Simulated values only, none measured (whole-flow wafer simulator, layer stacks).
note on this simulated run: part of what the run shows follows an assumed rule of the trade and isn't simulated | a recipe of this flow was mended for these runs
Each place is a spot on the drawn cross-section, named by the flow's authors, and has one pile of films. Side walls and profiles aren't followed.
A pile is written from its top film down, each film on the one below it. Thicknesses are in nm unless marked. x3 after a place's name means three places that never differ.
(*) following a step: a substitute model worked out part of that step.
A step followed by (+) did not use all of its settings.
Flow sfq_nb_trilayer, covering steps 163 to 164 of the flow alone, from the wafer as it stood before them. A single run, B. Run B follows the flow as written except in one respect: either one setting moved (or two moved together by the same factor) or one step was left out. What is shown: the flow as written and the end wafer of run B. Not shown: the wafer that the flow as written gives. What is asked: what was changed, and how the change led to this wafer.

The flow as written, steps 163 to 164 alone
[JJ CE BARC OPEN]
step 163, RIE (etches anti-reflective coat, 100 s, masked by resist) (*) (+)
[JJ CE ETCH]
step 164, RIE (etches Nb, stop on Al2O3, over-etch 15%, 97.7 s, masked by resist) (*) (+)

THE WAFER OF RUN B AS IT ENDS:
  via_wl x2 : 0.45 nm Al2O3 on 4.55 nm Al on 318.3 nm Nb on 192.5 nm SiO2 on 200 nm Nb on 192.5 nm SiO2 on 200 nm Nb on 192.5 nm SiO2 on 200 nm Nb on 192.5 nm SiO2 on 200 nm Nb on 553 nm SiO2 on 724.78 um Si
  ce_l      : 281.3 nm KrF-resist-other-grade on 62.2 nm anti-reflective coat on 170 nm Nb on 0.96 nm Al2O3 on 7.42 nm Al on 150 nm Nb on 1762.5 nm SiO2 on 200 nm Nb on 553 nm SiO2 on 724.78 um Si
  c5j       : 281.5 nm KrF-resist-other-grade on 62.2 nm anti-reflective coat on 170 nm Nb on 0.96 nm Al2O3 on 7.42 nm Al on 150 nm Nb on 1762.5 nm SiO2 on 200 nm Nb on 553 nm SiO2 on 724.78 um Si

What caused this: step 163, RIE: 78 s was run, while the flow as written has 100 s.

How this came from the change, step by step:
  step 163, RIE (etches anti-reflective coat, 100 s, masked by resist) (*) (+)
      via_wl x2: -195 anti-reflective coat (as written it would have been: -224.3 anti-reflective coat (all of it))
      ce_l, c5j, ce_r, wl_jj: -195 KrF-resist-other-grade (as written it would have been: -250 KrF-resist-other-grade)
  step 164, RIE (etches Nb, stop on Al2O3, over-etch 15%, 97.7 s, masked by resist) (*) (+)
      via_wl x2: -29.3 anti-reflective coat (all of it), -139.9 Nb (all of it), -0.51 Al2O3 (as written it would have been: -139.9 Nb (all of it), -0.96 Al2O3 (all of it))
